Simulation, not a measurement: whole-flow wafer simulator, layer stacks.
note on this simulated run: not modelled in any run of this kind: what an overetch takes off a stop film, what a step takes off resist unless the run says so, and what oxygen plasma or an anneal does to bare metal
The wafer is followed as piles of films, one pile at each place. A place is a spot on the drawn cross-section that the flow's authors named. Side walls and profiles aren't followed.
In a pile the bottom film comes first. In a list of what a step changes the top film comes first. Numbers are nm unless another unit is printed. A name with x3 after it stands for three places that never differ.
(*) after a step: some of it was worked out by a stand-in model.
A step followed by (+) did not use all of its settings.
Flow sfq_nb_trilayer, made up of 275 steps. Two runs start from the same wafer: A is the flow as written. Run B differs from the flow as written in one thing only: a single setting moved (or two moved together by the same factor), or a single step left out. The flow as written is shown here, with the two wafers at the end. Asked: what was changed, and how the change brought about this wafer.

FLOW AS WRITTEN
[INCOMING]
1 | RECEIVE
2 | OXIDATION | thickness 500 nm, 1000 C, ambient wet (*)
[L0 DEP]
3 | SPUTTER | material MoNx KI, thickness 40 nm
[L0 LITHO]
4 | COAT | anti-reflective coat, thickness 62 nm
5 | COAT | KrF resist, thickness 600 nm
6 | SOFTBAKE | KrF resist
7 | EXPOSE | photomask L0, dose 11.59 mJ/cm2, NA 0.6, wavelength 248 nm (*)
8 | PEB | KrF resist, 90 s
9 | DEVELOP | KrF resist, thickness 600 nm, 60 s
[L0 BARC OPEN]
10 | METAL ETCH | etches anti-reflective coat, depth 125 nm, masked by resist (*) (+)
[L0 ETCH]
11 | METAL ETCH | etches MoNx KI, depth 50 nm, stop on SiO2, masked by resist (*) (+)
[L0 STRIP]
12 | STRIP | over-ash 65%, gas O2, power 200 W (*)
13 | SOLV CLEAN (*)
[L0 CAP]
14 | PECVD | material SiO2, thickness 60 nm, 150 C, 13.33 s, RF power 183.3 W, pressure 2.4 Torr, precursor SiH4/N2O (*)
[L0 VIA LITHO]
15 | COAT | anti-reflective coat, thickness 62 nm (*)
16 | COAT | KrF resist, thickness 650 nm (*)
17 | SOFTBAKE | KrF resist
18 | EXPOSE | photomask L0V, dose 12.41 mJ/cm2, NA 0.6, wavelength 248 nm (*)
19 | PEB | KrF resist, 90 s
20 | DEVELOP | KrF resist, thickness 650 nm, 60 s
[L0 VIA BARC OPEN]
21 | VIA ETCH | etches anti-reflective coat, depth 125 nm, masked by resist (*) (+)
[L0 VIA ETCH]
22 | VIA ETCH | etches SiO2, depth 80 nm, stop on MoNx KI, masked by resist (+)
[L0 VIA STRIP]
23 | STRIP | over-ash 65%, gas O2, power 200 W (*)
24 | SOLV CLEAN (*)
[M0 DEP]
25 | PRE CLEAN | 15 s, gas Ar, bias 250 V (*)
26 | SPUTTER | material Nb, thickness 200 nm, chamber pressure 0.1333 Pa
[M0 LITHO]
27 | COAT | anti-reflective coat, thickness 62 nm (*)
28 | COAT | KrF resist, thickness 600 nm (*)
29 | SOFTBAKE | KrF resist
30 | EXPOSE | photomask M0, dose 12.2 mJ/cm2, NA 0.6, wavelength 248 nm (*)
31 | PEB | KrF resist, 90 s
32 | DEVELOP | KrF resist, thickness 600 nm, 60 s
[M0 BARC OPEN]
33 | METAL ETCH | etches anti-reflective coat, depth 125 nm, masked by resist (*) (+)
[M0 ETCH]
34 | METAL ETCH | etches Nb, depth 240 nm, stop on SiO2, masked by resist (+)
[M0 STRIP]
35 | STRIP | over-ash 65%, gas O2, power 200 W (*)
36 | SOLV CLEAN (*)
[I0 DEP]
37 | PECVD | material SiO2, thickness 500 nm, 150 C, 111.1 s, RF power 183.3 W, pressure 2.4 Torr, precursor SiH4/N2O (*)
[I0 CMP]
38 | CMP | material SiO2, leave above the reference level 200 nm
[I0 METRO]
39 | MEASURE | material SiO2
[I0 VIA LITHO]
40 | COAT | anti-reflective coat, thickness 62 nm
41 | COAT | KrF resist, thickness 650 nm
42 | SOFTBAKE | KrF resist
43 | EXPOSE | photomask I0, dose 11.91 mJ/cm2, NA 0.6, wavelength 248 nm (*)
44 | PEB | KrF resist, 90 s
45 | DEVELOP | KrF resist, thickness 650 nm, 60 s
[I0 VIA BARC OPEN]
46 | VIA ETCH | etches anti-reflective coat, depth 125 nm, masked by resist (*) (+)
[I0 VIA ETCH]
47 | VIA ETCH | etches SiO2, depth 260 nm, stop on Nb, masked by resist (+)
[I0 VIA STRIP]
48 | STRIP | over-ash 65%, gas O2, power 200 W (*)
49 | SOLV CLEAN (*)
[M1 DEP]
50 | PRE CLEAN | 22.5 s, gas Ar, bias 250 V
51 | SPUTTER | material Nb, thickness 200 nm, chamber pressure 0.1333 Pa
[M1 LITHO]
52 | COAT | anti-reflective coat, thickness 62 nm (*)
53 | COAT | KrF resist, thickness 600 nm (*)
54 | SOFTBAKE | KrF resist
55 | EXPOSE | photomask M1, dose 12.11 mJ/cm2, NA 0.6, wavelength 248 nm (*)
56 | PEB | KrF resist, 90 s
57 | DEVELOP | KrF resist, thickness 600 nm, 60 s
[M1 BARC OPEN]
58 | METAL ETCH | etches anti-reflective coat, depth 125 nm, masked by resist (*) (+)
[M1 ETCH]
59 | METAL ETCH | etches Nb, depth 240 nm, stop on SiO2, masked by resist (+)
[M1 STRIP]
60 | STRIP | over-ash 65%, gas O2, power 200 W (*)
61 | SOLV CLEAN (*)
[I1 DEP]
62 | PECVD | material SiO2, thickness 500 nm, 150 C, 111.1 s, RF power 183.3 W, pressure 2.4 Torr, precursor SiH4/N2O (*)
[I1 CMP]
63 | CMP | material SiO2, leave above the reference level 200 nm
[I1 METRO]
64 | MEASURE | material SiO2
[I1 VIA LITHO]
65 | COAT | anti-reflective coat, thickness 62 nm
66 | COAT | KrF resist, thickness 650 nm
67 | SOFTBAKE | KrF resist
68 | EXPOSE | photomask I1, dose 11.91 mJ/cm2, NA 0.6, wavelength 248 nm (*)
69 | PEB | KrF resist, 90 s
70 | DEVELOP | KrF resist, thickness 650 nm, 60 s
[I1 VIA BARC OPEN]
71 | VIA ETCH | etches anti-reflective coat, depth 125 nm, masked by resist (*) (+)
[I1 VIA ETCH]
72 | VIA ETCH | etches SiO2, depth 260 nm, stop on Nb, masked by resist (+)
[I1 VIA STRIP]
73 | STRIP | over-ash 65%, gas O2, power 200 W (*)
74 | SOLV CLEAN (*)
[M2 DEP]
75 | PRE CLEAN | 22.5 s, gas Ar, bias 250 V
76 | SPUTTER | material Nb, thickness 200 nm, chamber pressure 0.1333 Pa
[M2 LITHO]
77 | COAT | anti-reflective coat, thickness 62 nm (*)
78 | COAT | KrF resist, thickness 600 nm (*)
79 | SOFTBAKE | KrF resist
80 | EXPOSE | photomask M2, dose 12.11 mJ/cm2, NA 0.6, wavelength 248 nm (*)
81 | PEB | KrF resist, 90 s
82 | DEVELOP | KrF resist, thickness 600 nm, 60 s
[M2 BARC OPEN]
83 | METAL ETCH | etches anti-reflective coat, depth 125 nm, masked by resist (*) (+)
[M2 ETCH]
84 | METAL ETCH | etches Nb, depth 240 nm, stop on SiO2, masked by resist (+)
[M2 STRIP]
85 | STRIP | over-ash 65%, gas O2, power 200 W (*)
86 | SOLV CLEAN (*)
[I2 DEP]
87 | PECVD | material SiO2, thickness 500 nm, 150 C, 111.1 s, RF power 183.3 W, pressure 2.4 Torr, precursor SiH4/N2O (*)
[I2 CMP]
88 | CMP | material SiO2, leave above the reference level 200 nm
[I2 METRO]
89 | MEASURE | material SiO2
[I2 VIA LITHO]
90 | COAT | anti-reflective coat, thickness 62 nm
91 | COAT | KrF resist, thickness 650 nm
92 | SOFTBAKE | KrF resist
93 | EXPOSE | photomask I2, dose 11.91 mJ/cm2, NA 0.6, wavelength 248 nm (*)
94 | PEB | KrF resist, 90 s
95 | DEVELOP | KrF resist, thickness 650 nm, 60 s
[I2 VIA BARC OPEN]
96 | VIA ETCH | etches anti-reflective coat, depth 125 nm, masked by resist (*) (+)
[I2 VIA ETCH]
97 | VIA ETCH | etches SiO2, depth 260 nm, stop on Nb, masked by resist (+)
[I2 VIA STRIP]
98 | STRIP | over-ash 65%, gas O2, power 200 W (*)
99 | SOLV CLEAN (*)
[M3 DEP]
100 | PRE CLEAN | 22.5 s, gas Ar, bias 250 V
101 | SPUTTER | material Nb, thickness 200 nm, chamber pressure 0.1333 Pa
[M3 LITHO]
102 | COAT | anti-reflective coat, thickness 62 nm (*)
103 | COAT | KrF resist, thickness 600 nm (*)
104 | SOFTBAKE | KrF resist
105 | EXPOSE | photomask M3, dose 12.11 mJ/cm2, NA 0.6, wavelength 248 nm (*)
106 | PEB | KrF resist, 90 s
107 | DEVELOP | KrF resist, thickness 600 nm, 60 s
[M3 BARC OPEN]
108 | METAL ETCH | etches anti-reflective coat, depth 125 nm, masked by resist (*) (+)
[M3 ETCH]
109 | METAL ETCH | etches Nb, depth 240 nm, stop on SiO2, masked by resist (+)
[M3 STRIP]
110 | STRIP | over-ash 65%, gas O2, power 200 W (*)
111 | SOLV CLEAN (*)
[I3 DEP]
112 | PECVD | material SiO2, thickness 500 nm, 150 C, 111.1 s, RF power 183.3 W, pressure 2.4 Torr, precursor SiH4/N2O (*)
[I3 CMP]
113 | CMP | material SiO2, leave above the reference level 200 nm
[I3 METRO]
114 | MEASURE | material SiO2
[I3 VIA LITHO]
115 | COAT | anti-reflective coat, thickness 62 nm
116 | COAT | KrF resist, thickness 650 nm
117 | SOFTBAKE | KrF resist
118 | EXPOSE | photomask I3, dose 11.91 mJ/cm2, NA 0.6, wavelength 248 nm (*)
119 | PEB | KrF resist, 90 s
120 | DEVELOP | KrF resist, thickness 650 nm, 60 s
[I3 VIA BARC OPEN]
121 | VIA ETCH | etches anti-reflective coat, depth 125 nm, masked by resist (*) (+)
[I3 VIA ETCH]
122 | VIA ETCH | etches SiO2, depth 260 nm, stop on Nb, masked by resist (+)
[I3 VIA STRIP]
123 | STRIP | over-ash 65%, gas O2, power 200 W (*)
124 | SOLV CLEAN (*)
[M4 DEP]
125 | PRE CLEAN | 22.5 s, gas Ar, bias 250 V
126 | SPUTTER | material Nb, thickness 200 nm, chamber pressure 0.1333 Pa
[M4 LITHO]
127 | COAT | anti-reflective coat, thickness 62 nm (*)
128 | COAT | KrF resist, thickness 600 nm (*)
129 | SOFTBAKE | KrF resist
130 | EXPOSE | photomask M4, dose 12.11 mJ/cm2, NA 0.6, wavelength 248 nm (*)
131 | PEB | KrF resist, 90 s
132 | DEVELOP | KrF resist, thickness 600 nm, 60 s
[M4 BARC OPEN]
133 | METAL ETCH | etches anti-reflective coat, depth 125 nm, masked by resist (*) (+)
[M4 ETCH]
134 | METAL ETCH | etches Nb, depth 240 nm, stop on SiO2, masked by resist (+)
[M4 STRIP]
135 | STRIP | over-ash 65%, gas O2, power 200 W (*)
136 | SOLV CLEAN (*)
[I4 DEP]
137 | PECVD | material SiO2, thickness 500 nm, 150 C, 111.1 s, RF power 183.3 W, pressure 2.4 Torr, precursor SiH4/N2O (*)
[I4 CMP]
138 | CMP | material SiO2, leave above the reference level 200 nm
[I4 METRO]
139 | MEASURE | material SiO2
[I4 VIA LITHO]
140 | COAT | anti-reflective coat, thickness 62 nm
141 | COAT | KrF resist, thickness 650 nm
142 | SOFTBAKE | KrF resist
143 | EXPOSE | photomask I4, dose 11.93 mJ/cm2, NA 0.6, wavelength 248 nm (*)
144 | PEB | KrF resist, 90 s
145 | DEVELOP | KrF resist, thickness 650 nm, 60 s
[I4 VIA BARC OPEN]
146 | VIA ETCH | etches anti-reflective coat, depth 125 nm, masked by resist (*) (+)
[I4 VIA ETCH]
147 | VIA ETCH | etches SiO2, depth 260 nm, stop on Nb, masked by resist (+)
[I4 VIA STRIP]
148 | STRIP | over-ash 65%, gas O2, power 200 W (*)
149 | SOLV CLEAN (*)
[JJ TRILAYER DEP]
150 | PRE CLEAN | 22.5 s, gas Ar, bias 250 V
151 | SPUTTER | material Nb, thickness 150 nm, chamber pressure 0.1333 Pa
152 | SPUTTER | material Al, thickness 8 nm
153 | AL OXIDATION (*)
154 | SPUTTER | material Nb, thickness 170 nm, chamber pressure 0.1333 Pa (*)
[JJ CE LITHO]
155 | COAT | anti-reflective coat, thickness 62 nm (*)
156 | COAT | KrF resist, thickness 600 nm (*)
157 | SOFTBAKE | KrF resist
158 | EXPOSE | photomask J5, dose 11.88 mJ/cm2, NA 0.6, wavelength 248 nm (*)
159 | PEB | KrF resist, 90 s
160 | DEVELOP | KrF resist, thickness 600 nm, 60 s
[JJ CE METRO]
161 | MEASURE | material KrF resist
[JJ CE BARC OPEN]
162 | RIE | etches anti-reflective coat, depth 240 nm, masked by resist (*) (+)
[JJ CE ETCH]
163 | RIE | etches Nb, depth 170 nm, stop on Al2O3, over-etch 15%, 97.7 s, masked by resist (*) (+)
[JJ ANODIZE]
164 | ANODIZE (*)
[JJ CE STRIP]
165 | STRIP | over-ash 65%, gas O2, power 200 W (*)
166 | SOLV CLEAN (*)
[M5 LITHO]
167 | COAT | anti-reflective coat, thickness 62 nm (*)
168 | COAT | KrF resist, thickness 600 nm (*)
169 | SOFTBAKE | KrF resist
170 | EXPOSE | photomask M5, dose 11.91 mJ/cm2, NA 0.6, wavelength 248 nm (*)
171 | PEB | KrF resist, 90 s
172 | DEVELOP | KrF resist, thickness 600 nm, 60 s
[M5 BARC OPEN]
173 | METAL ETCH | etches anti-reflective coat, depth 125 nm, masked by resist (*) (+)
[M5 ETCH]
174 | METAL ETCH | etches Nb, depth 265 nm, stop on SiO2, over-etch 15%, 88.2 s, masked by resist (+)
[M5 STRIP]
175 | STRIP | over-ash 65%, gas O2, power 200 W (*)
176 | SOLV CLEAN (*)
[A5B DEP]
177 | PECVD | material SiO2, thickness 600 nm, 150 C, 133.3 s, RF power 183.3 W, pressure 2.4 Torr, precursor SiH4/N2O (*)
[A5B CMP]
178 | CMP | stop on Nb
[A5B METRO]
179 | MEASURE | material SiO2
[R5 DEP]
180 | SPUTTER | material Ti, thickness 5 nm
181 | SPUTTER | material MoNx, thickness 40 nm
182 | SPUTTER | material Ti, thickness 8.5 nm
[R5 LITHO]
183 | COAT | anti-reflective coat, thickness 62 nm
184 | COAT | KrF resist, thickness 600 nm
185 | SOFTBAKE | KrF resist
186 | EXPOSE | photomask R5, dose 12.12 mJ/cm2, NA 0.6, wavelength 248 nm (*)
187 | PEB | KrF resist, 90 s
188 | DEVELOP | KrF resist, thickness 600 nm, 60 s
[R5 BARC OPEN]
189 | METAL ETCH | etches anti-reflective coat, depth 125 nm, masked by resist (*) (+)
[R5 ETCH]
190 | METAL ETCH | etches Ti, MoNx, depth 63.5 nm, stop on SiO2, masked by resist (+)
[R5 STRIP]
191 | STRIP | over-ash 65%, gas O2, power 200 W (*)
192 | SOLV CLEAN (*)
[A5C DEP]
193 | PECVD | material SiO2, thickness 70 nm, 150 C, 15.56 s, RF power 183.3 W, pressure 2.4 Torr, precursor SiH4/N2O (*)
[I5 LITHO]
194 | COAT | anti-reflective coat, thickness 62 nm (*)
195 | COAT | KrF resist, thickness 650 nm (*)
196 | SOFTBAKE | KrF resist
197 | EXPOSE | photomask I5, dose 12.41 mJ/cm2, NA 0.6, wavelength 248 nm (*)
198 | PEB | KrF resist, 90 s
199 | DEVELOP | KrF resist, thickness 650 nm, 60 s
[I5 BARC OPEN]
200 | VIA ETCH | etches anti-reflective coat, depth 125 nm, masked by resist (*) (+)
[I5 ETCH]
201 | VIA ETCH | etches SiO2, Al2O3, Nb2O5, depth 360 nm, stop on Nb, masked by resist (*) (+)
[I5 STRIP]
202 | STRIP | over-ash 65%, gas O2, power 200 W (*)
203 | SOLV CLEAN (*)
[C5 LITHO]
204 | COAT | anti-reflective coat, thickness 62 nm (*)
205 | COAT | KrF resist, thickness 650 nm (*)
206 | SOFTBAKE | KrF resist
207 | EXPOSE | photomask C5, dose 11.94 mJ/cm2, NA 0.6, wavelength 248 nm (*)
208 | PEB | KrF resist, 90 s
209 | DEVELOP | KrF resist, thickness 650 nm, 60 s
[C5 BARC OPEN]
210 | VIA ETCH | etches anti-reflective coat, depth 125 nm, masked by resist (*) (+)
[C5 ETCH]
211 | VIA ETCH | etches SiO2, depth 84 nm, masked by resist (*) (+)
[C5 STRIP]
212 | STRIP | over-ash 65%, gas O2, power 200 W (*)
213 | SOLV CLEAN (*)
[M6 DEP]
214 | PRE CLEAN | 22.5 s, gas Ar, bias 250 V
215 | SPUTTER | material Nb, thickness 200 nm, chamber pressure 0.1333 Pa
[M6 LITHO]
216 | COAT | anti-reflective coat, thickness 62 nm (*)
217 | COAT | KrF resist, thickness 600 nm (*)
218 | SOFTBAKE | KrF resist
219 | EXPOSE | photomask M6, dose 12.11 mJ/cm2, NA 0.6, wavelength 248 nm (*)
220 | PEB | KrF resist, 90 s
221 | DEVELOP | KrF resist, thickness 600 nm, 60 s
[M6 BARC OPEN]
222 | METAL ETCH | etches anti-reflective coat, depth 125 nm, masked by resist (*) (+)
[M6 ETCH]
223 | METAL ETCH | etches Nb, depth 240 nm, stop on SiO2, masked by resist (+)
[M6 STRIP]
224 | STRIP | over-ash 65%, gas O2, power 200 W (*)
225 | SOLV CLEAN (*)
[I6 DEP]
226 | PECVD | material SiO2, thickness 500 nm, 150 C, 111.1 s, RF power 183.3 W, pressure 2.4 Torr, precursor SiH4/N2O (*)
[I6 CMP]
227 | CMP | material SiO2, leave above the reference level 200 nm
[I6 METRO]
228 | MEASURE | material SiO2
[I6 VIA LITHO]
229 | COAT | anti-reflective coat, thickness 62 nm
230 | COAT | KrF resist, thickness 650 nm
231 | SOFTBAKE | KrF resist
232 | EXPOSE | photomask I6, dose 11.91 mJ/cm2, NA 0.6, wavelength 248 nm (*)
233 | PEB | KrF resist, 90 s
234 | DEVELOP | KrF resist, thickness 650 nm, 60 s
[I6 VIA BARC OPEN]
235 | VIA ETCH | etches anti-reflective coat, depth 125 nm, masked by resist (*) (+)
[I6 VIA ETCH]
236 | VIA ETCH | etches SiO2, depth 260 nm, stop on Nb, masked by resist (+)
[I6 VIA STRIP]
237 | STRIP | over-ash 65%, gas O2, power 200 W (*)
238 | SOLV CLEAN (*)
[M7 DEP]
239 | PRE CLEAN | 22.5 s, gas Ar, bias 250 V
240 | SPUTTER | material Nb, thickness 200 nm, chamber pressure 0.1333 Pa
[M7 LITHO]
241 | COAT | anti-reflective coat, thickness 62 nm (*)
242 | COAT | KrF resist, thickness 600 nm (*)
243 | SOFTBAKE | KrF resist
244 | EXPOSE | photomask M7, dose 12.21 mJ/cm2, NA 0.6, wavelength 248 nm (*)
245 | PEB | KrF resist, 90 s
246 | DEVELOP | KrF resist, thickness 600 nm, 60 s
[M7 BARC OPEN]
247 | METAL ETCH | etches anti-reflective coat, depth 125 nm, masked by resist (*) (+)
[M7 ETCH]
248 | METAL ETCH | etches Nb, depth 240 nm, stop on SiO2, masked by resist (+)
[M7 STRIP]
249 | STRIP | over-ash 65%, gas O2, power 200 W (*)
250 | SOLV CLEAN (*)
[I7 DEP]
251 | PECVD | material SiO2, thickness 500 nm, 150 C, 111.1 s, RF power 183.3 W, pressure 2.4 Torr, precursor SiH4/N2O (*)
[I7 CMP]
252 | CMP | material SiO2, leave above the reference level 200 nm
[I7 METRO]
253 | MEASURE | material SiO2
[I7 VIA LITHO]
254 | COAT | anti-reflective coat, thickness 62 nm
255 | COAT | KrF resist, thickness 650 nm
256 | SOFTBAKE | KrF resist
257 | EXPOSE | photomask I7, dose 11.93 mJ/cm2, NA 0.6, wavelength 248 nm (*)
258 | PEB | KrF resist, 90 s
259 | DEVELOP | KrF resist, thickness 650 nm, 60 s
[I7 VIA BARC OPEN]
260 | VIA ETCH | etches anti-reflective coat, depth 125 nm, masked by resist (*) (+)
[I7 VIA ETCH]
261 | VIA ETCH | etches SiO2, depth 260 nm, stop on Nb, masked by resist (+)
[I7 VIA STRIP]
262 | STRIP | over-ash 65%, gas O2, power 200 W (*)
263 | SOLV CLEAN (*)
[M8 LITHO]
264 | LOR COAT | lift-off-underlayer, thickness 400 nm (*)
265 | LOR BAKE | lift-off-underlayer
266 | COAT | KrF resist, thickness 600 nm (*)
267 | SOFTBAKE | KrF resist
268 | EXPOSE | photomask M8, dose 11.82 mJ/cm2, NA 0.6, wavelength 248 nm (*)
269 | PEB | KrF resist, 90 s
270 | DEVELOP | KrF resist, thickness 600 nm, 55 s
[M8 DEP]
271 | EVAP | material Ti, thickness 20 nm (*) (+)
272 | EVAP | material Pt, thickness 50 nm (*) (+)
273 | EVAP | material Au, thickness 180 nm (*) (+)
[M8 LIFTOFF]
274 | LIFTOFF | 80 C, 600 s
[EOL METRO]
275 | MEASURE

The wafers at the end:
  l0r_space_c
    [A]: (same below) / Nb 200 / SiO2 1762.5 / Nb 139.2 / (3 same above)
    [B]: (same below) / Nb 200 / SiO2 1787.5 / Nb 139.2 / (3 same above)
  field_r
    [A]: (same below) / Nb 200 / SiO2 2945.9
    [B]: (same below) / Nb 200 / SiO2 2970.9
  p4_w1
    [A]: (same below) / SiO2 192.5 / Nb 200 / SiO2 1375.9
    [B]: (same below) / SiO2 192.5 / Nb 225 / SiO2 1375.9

The reason: step 126, SPUTTER: thickness 225 nm was run, though the flow has thickness 200 nm.
The wafer itself shows it: p4_w1 has Nb 225, and step 126 as written asks for 200 nm.

The path from the change to this, step by step:
  126 | SPUTTER | material Nb, thickness 200 nm, chamber pressure 0.1333 Pa
      field_l, v_sur, via_wl and 102 more: A Nb gains 200 (new film) | B Nb gains 225 (new film)
      via_v: A Nb gains 165.5 | B Nb gains 186.5
  134 | METAL ETCH | etches Nb, depth 240 nm, stop on SiO2, masked by resist (+)
      field_l, be, be_sur and 64 more: A Nb loses 200 (all of it) | B Nb loses 225 (all of it)
  137 | PECVD | material SiO2, thickness 500 nm, 150 C, 111.1 s, RF power 183.3 W, pressure 2.4 Torr, precursor SiH4/N2O (*)
      p3_s0, p3_s1, p3_s2, p3_s3, p3_s4, p3_s5: A SiO2 gains 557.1 | B SiO2 gains 582.1
  138 | CMP | material SiO2, leave above the reference level 200 nm
      field_l, be, be_sur and 55 more: A SiO2 loses 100 | B SiO2 loses 75
      lsp_r, l0_sur, l0v: A SiO2 loses 91.9 | B SiO2 loses 65.9
